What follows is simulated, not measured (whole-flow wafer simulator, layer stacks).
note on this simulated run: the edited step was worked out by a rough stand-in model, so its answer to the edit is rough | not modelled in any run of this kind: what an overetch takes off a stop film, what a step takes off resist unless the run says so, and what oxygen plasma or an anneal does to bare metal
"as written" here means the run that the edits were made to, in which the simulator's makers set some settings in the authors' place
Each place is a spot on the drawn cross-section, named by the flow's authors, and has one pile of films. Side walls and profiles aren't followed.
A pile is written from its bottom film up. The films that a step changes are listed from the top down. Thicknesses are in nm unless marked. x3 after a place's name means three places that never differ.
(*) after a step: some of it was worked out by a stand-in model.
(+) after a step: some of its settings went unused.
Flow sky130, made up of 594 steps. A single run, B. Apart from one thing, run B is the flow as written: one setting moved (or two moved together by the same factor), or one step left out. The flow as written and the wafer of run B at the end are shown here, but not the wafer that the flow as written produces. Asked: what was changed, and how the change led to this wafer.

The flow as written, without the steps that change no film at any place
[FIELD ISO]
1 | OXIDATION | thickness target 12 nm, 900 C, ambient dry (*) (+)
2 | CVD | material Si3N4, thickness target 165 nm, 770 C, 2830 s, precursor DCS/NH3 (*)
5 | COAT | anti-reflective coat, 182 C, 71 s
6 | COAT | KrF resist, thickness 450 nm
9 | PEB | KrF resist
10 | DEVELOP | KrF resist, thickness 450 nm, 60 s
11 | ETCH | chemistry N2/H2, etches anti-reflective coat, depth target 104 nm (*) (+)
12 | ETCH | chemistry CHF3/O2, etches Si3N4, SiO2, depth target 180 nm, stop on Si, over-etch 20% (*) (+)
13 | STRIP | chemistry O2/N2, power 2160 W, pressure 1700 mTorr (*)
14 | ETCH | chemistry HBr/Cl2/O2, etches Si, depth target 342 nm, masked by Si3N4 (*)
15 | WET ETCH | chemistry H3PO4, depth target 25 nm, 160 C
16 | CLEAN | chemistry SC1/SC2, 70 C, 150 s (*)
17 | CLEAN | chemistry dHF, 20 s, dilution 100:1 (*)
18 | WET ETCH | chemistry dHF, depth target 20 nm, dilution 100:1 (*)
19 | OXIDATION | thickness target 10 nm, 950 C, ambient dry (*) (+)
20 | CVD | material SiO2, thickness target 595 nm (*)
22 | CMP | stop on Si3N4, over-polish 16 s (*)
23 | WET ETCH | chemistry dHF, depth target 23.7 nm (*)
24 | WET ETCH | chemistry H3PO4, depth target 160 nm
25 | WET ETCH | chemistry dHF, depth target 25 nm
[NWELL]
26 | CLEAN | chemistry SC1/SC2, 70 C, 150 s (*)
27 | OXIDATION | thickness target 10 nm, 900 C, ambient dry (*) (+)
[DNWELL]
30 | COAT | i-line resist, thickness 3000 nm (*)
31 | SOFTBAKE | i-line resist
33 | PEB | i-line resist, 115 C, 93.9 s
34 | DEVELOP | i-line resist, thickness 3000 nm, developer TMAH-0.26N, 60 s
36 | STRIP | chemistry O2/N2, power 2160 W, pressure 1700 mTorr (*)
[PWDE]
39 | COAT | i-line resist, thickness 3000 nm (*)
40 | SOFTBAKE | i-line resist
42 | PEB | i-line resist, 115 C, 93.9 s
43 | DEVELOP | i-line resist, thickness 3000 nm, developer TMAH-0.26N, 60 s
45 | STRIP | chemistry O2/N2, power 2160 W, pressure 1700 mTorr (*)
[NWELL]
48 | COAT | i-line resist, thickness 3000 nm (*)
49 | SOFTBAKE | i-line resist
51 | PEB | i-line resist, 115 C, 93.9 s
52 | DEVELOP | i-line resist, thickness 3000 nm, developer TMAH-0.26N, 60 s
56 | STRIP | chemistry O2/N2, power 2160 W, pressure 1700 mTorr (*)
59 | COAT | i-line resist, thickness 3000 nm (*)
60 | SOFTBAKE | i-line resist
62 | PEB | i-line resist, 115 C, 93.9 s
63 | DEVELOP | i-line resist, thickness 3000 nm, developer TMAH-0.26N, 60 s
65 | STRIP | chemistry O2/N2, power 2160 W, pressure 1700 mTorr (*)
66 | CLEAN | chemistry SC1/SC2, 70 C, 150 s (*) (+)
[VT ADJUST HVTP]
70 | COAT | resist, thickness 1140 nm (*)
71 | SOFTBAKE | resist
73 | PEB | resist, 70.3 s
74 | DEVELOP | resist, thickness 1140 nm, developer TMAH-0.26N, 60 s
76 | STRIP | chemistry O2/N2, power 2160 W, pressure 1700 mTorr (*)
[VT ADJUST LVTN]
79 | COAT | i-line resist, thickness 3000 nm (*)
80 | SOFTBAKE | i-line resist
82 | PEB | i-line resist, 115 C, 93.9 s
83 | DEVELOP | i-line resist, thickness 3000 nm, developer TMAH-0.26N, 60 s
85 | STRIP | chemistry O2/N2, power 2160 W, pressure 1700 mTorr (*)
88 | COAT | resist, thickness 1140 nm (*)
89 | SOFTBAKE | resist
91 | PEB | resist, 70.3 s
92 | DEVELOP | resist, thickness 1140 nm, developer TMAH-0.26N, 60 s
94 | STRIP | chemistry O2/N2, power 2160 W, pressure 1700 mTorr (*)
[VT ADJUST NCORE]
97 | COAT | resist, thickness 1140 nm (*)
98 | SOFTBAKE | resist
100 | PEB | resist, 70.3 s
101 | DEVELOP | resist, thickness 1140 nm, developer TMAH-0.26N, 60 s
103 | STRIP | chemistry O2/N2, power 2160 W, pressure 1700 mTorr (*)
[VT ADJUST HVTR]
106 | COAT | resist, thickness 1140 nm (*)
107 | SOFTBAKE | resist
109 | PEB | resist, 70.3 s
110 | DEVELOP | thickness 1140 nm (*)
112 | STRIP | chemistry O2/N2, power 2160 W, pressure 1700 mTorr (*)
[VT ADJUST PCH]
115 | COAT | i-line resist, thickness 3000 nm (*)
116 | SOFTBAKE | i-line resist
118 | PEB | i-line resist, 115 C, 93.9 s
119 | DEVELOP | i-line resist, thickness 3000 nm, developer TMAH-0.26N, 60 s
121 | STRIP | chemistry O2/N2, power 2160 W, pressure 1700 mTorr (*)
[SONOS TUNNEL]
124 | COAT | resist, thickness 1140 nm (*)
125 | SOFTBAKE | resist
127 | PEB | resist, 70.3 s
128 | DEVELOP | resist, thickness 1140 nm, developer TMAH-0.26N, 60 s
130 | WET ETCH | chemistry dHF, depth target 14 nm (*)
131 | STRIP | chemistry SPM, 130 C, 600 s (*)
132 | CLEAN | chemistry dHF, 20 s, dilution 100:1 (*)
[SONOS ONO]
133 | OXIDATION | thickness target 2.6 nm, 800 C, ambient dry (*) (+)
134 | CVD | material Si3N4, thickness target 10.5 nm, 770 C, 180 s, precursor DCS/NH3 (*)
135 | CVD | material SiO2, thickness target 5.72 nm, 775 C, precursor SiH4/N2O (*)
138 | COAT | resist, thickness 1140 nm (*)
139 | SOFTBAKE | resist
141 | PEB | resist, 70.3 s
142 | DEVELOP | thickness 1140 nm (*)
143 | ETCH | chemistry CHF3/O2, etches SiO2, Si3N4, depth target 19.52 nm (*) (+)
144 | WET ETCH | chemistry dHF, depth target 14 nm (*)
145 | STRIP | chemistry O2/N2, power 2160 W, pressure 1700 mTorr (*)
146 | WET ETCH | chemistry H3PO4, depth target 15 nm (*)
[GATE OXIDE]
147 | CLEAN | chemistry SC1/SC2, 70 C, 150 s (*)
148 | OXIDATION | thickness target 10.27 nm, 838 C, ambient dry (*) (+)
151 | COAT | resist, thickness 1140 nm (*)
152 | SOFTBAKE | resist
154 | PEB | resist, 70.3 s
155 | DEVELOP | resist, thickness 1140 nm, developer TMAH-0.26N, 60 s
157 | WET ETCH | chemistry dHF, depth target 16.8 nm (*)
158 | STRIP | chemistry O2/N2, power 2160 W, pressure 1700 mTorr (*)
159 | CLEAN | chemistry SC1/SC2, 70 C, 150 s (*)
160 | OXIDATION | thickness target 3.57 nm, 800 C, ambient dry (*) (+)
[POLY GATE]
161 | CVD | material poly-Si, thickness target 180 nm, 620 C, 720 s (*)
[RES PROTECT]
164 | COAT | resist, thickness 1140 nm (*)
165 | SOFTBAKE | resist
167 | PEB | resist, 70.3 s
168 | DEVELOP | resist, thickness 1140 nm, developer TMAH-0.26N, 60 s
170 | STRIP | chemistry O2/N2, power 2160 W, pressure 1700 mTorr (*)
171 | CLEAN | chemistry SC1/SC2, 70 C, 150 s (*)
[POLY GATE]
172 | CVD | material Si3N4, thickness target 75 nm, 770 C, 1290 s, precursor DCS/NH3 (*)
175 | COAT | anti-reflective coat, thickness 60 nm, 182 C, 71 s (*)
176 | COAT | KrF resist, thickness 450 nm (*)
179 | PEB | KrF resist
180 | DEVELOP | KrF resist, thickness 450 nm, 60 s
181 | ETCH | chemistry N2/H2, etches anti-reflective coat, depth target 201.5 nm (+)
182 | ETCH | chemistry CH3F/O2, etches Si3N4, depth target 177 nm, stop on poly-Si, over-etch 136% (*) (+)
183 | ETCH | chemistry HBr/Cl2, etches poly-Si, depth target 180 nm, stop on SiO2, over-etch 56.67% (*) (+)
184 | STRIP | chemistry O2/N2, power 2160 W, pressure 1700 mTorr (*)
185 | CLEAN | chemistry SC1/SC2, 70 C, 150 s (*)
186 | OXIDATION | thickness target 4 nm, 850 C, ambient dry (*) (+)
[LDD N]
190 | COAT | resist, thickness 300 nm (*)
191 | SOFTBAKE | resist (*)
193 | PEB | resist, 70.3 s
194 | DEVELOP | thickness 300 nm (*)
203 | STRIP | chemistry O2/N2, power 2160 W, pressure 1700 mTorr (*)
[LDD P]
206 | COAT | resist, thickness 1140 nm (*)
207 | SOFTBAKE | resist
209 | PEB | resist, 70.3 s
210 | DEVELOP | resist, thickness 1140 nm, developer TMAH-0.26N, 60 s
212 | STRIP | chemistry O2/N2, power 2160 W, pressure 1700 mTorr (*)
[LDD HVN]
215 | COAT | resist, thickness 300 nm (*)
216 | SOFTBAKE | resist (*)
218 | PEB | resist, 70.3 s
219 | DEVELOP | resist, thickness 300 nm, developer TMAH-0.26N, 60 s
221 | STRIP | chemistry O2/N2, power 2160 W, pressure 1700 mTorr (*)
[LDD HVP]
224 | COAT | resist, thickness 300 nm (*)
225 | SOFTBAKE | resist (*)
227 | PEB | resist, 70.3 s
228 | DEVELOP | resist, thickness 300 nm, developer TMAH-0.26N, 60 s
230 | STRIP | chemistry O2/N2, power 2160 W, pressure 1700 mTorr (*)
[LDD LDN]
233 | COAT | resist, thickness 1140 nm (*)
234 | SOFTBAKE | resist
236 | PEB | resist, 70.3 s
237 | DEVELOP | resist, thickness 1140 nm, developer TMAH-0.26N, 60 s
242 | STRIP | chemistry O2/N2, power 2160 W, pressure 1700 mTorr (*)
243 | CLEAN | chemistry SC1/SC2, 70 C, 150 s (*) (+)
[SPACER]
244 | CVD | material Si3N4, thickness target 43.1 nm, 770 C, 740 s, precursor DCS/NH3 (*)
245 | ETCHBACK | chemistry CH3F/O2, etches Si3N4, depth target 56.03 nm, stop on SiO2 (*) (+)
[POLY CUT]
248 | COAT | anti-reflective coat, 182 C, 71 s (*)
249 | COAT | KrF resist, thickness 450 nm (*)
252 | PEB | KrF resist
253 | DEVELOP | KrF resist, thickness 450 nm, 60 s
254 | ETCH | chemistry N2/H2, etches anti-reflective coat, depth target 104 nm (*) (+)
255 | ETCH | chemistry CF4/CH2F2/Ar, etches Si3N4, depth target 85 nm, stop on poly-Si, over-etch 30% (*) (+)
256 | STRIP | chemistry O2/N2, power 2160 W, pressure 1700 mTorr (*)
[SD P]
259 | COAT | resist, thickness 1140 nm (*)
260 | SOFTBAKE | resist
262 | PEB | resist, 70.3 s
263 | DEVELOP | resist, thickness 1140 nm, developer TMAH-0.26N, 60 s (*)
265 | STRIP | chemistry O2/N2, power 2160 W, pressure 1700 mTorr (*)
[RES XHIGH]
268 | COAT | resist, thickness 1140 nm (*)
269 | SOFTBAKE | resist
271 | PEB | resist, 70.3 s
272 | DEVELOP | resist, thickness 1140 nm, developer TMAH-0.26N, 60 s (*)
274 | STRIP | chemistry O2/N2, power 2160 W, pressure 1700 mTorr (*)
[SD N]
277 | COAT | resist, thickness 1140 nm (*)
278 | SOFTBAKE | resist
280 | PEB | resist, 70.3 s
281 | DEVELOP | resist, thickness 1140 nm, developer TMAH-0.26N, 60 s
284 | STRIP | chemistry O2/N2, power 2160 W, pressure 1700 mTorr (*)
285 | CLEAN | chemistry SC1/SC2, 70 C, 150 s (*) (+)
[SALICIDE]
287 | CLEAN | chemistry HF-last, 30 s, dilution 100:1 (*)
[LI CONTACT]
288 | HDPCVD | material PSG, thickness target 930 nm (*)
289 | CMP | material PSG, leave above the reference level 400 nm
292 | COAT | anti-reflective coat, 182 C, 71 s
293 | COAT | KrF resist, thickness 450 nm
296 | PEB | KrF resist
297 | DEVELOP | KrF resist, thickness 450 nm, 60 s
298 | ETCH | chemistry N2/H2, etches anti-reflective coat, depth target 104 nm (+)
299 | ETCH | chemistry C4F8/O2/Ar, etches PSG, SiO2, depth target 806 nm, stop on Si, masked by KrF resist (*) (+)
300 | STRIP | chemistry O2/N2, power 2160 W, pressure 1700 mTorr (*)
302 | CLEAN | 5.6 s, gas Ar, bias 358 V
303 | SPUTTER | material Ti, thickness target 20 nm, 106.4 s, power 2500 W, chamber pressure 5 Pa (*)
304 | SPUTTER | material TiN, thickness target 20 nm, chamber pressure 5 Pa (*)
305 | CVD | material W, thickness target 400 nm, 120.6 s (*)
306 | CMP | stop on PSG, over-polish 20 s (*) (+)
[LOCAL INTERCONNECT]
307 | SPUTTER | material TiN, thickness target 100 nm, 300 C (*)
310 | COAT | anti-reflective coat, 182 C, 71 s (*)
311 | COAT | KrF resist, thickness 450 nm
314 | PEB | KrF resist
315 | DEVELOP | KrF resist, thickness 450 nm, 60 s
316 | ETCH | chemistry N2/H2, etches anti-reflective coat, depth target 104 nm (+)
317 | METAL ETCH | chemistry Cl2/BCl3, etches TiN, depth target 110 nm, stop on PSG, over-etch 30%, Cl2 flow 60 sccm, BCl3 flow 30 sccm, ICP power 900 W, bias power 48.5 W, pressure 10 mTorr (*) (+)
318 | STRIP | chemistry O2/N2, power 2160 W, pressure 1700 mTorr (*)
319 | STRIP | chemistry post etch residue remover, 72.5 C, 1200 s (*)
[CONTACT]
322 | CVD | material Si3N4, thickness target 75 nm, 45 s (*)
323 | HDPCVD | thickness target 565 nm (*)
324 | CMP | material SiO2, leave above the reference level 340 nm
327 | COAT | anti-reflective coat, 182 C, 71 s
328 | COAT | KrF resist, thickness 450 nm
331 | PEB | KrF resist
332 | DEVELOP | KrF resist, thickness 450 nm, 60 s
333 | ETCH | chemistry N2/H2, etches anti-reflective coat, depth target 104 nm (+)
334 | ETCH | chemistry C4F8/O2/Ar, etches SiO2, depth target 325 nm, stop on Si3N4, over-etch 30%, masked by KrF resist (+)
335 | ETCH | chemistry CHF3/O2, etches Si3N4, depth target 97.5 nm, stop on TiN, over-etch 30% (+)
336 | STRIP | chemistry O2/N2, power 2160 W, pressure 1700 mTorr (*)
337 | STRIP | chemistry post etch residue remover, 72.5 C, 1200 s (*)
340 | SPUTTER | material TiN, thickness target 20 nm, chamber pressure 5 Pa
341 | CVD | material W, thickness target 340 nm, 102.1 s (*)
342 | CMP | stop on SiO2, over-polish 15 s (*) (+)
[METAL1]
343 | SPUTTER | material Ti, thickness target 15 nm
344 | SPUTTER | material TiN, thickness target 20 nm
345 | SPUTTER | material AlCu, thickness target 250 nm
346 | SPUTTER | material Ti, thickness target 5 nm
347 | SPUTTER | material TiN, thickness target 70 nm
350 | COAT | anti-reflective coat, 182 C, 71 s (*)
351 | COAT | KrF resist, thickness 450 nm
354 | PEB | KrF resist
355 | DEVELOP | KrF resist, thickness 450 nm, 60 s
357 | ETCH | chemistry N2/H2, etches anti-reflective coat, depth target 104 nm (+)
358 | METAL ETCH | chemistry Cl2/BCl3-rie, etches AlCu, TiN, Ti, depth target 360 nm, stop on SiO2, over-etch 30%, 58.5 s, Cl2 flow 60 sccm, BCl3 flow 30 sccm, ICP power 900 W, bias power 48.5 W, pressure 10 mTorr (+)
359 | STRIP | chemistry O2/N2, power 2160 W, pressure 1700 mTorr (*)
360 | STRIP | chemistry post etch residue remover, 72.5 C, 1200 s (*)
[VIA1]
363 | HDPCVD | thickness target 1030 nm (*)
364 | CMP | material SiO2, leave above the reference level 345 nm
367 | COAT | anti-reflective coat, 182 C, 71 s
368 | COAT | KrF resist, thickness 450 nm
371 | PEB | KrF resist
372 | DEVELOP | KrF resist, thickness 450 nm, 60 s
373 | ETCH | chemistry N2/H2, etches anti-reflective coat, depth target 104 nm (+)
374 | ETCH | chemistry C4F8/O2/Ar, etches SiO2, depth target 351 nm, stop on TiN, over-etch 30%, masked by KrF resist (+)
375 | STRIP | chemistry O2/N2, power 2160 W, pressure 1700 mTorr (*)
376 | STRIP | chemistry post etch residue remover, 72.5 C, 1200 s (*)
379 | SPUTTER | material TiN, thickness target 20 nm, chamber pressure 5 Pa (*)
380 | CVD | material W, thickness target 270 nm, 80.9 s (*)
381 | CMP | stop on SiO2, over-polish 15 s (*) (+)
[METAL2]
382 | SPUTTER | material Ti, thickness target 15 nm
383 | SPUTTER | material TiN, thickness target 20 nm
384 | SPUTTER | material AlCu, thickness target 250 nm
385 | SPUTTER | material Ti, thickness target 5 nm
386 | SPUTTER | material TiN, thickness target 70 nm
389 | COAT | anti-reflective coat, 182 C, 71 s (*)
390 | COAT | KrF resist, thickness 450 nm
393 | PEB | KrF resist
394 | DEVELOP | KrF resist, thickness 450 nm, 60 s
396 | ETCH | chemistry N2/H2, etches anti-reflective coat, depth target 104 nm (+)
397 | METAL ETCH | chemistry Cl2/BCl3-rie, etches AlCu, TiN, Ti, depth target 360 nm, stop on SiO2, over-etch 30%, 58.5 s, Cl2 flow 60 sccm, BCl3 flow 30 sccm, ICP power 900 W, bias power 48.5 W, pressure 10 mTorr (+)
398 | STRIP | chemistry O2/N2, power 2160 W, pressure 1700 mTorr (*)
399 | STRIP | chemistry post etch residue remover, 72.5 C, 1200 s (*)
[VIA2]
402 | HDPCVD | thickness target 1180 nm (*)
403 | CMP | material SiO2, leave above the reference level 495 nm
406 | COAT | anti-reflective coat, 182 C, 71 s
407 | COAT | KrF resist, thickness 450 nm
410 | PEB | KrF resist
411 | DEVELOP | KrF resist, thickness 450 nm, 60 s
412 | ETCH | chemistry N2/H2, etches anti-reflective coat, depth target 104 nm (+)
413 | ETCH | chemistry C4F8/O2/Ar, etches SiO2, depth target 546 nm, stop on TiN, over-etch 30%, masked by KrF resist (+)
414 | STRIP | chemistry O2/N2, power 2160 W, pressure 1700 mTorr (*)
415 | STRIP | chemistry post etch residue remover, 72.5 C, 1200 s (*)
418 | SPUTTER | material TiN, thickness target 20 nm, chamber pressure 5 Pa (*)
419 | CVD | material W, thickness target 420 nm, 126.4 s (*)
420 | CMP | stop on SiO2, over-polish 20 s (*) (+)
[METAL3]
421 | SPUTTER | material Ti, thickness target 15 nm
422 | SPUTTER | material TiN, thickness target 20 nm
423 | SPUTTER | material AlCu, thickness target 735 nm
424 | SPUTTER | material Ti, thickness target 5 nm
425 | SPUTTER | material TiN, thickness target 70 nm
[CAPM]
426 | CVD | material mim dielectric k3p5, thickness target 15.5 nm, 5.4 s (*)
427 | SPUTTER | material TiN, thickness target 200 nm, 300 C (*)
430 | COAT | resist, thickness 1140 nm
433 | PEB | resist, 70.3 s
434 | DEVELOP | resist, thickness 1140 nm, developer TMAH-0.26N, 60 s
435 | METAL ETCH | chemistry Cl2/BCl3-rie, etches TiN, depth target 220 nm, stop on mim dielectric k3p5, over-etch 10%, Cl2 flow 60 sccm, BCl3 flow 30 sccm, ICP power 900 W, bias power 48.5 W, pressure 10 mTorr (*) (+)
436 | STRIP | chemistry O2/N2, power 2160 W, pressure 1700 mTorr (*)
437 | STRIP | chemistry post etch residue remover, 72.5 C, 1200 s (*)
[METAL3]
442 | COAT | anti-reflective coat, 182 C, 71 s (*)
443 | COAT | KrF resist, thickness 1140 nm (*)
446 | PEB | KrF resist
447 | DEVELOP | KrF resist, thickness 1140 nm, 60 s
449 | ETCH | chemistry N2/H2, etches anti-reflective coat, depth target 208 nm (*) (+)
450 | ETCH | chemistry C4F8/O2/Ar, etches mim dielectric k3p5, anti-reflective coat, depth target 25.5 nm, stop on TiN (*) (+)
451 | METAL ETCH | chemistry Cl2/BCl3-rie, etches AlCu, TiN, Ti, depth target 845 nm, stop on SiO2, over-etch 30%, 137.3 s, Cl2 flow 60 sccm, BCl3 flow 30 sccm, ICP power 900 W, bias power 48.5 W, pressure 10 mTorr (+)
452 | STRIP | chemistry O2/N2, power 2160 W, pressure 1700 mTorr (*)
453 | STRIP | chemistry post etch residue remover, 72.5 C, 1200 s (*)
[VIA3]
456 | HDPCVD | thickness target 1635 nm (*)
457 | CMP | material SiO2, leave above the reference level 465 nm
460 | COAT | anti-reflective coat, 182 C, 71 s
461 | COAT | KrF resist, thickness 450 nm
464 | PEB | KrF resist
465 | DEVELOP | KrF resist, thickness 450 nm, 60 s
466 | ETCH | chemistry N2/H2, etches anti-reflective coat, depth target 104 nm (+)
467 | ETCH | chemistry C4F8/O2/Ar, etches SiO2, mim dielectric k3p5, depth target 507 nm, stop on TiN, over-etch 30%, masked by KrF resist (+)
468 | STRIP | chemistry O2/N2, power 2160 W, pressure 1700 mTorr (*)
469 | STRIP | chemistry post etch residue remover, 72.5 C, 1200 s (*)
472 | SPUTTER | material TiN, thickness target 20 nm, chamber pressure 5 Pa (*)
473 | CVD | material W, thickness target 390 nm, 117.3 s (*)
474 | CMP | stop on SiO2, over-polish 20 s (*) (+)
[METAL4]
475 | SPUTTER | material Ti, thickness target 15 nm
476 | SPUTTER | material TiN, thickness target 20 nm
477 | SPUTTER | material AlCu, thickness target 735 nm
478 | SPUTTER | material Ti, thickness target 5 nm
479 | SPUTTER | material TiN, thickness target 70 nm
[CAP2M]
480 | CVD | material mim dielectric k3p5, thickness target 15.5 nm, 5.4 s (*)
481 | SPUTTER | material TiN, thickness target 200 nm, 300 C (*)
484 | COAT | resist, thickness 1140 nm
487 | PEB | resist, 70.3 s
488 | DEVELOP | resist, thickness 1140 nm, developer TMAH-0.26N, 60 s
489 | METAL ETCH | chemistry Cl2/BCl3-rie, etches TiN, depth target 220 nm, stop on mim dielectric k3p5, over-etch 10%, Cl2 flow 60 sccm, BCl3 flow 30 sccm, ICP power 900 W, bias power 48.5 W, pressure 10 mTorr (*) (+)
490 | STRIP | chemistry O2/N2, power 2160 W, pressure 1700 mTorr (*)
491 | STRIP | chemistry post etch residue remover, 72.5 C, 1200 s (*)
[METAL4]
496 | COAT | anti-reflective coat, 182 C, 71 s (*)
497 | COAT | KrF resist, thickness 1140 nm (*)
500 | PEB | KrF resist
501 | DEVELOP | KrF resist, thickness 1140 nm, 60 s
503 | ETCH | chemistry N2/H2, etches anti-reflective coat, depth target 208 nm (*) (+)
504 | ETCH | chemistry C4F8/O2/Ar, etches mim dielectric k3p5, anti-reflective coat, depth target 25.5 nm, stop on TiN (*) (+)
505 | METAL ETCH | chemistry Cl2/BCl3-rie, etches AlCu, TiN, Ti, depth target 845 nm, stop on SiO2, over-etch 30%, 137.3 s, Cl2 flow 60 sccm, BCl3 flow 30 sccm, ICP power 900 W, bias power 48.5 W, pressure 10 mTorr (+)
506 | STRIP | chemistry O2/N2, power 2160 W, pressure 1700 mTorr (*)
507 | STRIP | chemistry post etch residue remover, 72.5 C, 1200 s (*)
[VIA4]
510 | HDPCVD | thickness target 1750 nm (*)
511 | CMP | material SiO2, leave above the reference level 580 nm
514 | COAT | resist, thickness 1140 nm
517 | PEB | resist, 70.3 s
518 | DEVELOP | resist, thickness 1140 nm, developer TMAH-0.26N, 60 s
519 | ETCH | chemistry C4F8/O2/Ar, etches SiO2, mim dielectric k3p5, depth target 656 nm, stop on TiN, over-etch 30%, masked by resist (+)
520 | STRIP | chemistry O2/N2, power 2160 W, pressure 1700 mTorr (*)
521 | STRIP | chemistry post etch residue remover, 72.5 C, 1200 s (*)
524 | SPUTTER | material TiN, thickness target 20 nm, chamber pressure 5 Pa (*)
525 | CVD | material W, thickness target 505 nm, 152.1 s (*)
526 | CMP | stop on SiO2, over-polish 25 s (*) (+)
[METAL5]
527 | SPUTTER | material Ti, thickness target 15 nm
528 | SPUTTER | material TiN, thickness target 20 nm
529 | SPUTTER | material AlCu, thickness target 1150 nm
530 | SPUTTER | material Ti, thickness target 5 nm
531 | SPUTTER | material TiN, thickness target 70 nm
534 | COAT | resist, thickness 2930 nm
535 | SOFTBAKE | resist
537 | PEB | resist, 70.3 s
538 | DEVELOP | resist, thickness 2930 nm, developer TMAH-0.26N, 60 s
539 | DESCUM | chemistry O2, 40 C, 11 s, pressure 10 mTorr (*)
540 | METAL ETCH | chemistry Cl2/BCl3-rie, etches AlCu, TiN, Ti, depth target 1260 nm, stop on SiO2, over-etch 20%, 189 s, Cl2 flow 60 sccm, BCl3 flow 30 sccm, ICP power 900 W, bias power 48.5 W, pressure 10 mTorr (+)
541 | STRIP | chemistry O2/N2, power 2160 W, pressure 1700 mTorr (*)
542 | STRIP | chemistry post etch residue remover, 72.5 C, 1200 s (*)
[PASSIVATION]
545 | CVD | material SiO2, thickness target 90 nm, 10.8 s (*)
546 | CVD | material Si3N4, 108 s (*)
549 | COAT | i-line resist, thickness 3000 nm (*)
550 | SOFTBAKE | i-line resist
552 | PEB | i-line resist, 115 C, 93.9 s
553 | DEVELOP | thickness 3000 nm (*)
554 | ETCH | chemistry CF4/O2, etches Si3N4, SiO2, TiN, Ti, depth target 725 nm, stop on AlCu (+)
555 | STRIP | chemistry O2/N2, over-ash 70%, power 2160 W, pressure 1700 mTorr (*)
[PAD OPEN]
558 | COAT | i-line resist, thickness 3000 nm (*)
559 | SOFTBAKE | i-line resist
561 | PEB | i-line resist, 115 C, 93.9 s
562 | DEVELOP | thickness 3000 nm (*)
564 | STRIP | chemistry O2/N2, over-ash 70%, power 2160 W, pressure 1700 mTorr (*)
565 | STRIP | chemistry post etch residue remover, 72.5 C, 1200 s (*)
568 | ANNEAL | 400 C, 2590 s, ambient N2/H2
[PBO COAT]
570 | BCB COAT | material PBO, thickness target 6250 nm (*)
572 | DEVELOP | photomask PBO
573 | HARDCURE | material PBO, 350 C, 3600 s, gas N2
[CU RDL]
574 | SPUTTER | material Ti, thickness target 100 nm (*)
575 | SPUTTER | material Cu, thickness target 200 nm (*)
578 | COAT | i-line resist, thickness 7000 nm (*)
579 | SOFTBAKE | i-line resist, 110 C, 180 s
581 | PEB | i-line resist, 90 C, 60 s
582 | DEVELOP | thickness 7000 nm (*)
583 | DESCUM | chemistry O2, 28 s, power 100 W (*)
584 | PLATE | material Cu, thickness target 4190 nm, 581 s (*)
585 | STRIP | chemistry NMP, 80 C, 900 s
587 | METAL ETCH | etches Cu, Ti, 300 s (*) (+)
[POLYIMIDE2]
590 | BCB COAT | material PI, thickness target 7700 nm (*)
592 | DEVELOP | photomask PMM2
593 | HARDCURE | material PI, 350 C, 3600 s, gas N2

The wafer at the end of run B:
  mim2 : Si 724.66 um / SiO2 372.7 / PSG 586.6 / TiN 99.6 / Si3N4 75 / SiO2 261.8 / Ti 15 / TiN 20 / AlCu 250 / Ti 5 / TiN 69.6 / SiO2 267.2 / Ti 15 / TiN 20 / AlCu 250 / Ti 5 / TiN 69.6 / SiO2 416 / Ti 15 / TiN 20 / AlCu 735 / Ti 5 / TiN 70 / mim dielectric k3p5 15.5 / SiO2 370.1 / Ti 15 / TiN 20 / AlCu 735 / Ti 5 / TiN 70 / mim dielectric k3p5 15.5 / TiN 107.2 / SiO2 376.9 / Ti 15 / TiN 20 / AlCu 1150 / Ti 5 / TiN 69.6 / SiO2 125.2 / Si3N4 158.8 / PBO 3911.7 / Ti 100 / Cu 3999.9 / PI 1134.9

What caused this: step 481, SPUTTER: thickness target 108 nm was run, though the flow has thickness target 200 nm.

Step by step, how the change led to this:
  481 | SPUTTER | material TiN, thickness target 200 nm, 300 C (*)
      field, active, n_well and 189 more: TiN gains 108 (new film) (as written it would have been: TiN gains 200 (new film))
  489 | METAL ETCH | chemistry Cl2/BCl3-rie, etches TiN, depth target 220 nm, stop on mim dielectric k3p5, over-etch 10%, Cl2 flow 60 sccm, BCl3 flow 30 sccm, ICP power 900 W, bias power 48.5 W, pressure 10 mTorr (*) (+)
      field, active, n_well and 188 more: TiN loses 108 (all of it) (as written it would have been: TiN loses 200 (all of it))
      mim2: resist loses 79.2 (as written it would have been: resist loses 146.7)
  490 | STRIP | chemistry O2/N2, power 2160 W, pressure 1700 mTorr (*)
      mim2: resist loses 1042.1 (all of it) (as written it would have been: resist loses 974.6 (all of it))
  496 | COAT | anti-reflective coat, 182 C, 71 s (*)
      iso_guard__w2: anti-reflective coat gains 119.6 (new film) (as written it would have been: anti-reflective coat gains 177.8 (new film))
      mim2: anti-reflective coat gains 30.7 (new film) (as written it would have been: anti-reflective coat gains 40.3 (new film))
  497 | COAT | KrF resist, thickness 1140 nm (*)
      iso_guard__w2: KrF resist gains 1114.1 (new film) (as written it would have been: KrF resist gains 1074.8 (new film))
      mim2: KrF resist gains 1097.4 (new film) (as written it would have been: KrF resist gains 1018.9 (new film))
  506 | STRIP | chemistry O2/N2, power 2160 W, pressure 1700 mTorr (*)
      iso_guard__w2: KrF resist loses 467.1 (all of it), anti-reflective coat loses 119.6 (all of it) (as written it would have been: KrF resist loses 427.9 (all of it), anti-reflective coat loses 177.8 (all of it))
      mim2: KrF resist loses 450.4 (all of it), anti-reflective coat loses 30.7 (all of it) (as written it would have been: KrF resist loses 372.1 (all of it), anti-reflective coat loses 40.3 (all of it))
  511 | CMP | material SiO2, leave above the reference level 580 nm
      mim2: SiO2 loses 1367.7 (as written it would have been: SiO2 loses 1459.7)
